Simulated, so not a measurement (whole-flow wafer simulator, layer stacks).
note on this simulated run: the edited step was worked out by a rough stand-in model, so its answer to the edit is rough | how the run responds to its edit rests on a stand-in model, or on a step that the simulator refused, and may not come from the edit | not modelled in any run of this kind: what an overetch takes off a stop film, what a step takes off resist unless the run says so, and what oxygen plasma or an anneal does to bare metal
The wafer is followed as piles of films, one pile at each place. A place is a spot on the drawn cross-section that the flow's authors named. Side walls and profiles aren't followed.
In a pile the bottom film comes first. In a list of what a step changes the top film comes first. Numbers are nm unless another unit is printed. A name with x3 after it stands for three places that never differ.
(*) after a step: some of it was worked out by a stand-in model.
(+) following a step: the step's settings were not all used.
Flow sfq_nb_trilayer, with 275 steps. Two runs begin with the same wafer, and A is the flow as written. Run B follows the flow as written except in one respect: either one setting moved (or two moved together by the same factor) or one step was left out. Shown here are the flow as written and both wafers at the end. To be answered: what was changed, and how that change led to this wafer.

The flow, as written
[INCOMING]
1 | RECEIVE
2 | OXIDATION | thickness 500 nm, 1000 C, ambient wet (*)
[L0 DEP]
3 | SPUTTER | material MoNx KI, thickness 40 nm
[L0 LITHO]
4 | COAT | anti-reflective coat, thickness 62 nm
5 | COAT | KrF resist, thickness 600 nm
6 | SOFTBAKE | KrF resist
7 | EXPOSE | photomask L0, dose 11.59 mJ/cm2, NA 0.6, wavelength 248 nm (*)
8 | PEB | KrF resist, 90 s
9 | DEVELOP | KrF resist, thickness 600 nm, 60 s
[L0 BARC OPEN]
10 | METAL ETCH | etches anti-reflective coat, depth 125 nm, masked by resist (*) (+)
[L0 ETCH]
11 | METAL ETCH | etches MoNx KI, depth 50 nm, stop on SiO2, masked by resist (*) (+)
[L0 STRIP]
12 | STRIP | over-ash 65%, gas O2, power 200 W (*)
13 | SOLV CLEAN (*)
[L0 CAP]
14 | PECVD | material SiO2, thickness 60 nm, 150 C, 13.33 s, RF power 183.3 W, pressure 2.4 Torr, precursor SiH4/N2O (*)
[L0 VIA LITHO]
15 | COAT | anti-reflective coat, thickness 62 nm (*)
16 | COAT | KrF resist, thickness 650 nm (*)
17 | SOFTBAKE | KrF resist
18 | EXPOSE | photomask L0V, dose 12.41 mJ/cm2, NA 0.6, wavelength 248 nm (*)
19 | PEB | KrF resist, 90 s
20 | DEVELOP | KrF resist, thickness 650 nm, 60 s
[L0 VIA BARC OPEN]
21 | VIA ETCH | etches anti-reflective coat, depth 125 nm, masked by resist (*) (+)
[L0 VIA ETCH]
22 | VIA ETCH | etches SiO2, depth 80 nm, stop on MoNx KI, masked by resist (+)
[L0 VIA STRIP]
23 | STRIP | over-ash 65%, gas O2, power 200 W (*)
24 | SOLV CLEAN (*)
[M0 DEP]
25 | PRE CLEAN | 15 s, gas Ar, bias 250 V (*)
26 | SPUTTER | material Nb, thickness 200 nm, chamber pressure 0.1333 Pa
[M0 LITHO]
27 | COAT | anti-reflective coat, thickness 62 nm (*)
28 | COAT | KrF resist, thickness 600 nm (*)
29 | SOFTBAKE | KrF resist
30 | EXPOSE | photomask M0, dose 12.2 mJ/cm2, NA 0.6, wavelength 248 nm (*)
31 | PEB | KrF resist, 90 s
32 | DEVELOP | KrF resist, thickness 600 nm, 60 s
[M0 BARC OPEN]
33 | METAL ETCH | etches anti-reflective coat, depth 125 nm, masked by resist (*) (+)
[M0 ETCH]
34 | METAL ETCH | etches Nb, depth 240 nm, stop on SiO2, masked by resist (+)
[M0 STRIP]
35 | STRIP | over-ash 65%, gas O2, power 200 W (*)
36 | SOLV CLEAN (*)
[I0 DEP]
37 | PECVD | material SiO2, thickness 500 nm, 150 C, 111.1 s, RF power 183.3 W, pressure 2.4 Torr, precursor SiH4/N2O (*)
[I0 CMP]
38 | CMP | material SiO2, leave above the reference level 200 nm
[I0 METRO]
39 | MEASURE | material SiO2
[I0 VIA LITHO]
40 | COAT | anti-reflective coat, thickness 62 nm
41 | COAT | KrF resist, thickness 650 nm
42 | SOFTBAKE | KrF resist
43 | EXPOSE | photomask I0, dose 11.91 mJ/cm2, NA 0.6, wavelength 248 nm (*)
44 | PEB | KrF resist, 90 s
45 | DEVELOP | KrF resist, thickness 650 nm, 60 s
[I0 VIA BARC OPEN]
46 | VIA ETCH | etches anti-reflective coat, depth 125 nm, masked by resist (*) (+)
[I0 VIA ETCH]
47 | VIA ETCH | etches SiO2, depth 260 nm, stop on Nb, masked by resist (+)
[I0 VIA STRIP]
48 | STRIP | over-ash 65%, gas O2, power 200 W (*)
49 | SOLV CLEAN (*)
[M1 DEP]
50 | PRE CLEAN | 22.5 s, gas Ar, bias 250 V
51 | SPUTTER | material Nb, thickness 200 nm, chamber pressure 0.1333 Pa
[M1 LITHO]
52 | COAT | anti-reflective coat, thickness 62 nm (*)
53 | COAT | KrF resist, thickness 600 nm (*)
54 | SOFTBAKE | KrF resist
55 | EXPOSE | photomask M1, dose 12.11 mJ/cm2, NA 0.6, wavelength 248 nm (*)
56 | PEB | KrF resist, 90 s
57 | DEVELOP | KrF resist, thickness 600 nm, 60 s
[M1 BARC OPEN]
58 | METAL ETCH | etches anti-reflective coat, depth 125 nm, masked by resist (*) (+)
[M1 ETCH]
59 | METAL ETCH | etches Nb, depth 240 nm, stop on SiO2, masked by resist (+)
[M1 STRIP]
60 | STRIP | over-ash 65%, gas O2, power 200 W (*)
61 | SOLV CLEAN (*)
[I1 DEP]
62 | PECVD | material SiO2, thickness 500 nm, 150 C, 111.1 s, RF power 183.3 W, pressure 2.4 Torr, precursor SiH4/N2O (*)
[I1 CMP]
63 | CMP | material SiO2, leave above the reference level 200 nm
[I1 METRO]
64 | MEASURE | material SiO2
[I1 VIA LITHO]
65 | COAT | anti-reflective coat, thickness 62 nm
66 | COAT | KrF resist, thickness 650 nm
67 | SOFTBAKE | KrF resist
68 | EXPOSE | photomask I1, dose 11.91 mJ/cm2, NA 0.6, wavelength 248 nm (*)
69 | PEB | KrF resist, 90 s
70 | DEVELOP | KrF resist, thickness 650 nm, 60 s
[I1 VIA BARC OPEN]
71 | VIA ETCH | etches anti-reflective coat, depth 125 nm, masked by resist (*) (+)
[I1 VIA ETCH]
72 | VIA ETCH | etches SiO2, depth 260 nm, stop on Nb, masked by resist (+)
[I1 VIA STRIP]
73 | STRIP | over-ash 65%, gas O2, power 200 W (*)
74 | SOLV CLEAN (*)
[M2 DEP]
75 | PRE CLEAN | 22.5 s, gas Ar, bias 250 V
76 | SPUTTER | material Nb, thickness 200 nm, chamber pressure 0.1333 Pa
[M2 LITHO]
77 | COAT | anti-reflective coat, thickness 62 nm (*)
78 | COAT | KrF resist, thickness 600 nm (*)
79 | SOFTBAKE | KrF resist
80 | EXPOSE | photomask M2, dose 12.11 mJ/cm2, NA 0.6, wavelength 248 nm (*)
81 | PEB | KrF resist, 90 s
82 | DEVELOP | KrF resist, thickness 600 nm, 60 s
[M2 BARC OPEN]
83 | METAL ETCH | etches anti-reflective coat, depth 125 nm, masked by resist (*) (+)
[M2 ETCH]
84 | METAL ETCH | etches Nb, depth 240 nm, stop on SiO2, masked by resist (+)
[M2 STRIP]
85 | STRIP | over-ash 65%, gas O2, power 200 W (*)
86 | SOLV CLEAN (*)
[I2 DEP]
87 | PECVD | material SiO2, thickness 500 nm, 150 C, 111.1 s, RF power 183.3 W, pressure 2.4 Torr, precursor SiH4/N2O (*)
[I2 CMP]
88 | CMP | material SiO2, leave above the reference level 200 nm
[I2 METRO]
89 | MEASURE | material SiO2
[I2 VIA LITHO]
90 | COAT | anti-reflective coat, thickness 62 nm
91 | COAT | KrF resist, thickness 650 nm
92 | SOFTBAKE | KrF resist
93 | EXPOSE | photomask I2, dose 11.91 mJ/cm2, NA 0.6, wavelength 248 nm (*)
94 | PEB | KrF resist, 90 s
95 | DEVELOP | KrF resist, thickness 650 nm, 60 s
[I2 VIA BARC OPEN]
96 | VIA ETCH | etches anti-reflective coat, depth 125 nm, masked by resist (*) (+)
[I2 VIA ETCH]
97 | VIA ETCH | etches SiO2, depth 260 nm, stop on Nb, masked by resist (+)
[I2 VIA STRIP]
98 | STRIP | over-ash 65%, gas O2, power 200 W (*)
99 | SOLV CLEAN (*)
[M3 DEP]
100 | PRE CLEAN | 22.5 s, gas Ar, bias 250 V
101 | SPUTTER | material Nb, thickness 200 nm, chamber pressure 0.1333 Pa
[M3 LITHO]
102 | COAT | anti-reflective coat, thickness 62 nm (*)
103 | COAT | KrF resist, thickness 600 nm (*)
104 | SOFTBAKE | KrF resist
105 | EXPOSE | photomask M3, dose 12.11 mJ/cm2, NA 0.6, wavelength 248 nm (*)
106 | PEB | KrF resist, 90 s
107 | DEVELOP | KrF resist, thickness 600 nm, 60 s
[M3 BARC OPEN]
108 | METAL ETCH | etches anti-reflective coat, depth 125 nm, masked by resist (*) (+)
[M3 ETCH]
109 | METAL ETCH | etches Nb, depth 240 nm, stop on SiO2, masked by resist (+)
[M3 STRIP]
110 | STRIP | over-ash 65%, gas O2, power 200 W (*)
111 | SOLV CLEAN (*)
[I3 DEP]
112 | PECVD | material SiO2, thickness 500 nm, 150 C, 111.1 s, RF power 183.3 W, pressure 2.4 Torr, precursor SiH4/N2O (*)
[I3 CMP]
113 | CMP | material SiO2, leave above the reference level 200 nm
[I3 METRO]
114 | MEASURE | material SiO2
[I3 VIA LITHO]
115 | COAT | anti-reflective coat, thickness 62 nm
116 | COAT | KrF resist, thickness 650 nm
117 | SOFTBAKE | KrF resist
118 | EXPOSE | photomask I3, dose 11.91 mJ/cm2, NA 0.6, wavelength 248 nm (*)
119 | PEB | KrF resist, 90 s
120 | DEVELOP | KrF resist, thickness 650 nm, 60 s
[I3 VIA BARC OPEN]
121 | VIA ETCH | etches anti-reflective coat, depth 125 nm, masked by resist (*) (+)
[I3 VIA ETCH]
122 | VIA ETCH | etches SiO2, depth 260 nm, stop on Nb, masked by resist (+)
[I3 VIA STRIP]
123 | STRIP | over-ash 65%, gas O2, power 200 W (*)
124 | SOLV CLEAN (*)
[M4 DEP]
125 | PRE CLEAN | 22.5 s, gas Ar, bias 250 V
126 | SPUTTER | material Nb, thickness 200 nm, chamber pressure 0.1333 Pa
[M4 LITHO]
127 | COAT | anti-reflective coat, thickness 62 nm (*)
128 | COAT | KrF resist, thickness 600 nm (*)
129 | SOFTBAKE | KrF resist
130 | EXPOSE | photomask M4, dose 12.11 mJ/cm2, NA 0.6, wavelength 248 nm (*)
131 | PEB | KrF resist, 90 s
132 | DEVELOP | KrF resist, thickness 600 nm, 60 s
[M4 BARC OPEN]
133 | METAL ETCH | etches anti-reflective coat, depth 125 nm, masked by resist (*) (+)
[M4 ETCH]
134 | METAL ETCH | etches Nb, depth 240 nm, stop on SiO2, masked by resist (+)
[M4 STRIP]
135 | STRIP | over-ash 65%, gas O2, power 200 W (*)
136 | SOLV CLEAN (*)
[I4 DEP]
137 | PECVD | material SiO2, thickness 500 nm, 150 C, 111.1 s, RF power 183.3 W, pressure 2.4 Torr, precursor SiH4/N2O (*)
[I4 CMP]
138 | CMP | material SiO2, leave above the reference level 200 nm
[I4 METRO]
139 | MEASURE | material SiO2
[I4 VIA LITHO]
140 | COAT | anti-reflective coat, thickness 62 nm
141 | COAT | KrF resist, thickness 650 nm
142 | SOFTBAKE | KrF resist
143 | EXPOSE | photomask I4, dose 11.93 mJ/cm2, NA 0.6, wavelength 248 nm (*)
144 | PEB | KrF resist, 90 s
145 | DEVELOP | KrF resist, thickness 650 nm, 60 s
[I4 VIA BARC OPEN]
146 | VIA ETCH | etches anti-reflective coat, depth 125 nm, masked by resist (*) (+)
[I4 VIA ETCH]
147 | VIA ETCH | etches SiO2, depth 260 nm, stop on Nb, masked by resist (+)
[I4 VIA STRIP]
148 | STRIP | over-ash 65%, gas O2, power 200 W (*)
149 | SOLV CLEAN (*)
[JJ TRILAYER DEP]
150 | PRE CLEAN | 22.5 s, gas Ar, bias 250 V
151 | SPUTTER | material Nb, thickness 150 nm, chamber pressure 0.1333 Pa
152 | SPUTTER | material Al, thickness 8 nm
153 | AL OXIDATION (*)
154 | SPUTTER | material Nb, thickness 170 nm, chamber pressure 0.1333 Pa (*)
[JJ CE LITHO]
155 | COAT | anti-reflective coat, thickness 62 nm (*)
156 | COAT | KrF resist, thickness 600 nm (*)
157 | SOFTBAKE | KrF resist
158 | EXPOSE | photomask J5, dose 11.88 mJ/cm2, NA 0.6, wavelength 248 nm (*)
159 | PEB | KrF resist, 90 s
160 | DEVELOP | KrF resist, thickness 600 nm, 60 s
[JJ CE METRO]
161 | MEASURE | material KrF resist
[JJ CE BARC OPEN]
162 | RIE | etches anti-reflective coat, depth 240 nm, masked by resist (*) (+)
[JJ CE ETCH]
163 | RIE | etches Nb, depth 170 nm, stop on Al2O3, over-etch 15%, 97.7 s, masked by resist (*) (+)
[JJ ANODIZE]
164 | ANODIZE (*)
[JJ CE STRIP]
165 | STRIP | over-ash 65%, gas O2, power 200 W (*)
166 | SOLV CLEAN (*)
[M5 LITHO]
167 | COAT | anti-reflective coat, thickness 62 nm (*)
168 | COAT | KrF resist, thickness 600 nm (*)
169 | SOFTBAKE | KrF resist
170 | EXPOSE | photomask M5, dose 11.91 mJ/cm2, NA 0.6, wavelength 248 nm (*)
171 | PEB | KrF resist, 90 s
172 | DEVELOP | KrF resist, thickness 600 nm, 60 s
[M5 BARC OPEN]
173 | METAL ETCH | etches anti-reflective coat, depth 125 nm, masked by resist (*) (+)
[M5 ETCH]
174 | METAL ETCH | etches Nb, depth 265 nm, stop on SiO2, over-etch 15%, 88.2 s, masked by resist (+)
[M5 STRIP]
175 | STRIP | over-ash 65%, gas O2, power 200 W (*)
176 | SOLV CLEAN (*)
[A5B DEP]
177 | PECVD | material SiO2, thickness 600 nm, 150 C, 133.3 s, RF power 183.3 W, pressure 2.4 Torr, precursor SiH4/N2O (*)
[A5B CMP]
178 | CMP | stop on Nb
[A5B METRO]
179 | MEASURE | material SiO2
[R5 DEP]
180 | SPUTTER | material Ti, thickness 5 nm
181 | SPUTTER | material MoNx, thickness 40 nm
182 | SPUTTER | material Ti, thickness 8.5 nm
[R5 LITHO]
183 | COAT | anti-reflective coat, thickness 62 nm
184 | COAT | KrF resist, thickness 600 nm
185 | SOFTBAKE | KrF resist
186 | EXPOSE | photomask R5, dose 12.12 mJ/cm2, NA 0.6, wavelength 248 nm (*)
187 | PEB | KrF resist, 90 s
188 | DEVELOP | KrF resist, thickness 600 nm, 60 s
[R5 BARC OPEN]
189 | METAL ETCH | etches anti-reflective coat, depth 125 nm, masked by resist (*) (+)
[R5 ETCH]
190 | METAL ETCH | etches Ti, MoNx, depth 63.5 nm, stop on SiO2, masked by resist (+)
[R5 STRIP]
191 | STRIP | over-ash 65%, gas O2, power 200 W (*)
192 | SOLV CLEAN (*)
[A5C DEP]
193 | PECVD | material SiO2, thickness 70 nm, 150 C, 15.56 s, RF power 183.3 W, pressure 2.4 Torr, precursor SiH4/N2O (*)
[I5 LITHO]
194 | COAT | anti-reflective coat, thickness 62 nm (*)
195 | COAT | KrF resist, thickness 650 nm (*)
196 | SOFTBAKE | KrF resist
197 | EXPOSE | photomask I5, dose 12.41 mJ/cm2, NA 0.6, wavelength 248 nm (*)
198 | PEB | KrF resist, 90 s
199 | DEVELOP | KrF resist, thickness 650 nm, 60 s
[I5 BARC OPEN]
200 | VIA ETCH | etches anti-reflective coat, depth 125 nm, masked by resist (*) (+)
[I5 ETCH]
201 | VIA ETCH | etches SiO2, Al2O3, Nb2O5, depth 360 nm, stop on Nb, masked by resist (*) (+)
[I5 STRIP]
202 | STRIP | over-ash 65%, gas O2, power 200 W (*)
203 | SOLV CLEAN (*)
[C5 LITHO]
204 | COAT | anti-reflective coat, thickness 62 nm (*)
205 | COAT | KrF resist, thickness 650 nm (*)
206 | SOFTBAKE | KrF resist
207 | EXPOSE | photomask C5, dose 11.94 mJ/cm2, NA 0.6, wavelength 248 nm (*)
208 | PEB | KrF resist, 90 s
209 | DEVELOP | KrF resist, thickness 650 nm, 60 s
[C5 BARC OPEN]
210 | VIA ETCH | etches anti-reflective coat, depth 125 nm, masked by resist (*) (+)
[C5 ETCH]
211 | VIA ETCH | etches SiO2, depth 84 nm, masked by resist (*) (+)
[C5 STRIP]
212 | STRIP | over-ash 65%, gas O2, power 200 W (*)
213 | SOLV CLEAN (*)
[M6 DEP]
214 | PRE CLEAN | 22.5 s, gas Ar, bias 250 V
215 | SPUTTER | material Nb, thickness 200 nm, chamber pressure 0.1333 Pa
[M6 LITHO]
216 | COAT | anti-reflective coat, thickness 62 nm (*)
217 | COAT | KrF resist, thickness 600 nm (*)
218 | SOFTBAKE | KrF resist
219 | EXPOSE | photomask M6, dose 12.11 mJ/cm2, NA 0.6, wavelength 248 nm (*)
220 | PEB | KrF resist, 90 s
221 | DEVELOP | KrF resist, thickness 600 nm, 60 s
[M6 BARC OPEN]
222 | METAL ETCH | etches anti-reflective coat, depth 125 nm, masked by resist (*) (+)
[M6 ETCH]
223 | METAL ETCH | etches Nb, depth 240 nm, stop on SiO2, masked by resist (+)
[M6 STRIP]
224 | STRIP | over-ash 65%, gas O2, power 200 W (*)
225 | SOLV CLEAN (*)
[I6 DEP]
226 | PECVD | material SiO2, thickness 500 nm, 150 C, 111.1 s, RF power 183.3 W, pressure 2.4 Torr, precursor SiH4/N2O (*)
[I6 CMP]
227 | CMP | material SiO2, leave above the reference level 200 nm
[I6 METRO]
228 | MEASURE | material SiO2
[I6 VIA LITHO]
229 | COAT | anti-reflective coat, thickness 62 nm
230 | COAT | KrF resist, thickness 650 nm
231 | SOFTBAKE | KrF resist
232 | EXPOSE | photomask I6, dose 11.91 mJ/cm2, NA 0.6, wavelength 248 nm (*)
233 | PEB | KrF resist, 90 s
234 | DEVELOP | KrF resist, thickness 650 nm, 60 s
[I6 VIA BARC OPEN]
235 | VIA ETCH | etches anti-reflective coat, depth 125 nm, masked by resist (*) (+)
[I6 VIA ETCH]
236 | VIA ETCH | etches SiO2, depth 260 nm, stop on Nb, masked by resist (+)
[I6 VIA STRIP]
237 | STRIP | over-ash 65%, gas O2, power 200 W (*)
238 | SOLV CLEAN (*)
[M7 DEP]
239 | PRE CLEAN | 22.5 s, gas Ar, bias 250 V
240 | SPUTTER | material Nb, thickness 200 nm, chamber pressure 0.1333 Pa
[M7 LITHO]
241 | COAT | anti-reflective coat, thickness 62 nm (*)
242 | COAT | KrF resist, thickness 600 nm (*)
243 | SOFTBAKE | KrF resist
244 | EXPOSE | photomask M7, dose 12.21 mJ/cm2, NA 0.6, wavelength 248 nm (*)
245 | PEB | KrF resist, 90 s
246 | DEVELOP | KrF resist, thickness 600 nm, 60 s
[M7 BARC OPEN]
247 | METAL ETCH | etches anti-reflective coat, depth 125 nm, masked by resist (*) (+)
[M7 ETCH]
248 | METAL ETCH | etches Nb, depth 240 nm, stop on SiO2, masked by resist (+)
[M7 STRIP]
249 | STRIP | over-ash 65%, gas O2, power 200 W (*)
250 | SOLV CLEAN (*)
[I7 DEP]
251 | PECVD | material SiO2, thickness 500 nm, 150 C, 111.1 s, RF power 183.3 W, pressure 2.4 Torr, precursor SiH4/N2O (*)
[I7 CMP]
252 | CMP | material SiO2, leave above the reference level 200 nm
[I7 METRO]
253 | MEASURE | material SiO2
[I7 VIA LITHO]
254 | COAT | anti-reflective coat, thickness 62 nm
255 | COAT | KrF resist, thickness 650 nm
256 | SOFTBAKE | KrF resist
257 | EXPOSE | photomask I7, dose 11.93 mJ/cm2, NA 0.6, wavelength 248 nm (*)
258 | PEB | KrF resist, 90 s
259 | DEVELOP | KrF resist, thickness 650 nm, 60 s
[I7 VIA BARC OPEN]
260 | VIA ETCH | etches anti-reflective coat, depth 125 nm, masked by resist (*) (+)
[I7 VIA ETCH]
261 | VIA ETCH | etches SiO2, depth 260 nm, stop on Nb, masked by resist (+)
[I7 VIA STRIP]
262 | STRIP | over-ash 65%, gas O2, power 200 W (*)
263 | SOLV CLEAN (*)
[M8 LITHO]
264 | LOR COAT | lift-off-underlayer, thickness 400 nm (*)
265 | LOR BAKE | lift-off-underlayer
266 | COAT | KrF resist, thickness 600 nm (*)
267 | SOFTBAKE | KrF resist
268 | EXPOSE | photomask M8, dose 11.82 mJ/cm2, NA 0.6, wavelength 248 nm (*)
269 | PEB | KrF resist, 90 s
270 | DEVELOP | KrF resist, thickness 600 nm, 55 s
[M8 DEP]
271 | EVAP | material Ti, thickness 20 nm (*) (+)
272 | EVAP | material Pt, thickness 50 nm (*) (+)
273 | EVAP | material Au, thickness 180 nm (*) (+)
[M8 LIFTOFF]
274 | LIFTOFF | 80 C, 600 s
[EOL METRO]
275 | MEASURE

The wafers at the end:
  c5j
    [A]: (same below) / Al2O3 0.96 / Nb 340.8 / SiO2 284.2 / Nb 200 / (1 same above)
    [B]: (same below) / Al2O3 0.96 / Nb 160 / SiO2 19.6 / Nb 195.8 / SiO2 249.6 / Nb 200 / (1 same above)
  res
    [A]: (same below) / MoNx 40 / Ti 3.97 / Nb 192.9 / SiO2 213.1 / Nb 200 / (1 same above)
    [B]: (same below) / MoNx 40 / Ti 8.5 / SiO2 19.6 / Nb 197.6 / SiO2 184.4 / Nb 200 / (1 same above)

The reason: step 211, VIA ETCH: depth 42.8 nm was run, while the flow as written has depth 84 nm.

How this came from the change, step by step:
  211 | VIA ETCH | etches SiO2, depth 84 nm, masked by resist (*) (+)
      c5j: A SiO2 loses 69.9 (all of it), Nb loses 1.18 | B SiO2 loses 42.8
      res: A SiO2 loses 69.9 (all of it) | B SiO2 loses 42.8
      (also at 104 further places)
  214 | PRE CLEAN | 22.5 s, gas Ar, bias 250 V
      c5j: A Nb loses 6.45 | B SiO2 loses 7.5
      res: A Ti loses 4.53 | B SiO2 loses 7.5
  215 | SPUTTER | material Nb, thickness 200 nm, chamber pressure 0.1333 Pa
      c5j: A Nb gains 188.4 | B Nb gains 195.8 (new film)
      res: A Nb gains 192.9 (new film) | B Nb gains 197.6 (new film)
  216 | COAT | anti-reflective coat, thickness 62 nm (*)
      ce_l: A anti-reflective coat gains 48 (new film) | B anti-reflective coat gains 55 (new film)
      c5j: A anti-reflective coat gains 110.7 (new film) | B anti-reflective coat gains 91.5 (new film)
      (also at 4 further places)
  217 | COAT | KrF resist, thickness 600 nm (*)
      res: A KrF resist gains 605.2 (new film) | B KrF resist gains 593 (new film)
  224 | STRIP | over-ash 65%, gas O2, power 200 W (*)
      ce_l: A KrF resist loses 397.1 (all of it), anti-reflective coat loses 48 (all of it) | B KrF resist loses 392.9 (all of it), anti-reflective coat loses 55 (all of it)
      c5j: A KrF resist loses 418.3 (all of it), anti-reflective coat loses 110.7 (all of it) | B KrF resist loses 406.2 (all of it), anti-reflective coat loses 91.5 (all of it)
      (also at 4 further places)
  226 | PECVD | material SiO2, thickness 500 nm, 150 C, 111.1 s, RF power 183.3 W, pressure 2.4 Torr, precursor SiH4/N2O (*)
      c5j: A SiO2 gains 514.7 (new film) | B SiO2 gains 500 (new film)
  227 | CMP | material SiO2, leave above the reference level 200 nm
      c5j: A SiO2 loses 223 | B SiO2 loses 242.9
      res: A SiO2 loses 279.4 | B SiO2 loses 308.1
With metal films that touch counted as one body, c5j has 5 bodies (between them, from the top down: SiO2 249.6; SiO2 19.6; Al2O3 0.96; SiO2 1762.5); the flow as written gives 4 bodies (between them, from the top down: SiO2 284.2; Al2O3 0.96; SiO2 1762.5).
With metal films that touch counted as one body, res has 4 bodies (between them, from the top down: SiO2 184.4; SiO2 19.6; SiO2 2090.9); the flow as written gives 3 bodies (between them, from the top down: SiO2 213.1; SiO2 2090.9).
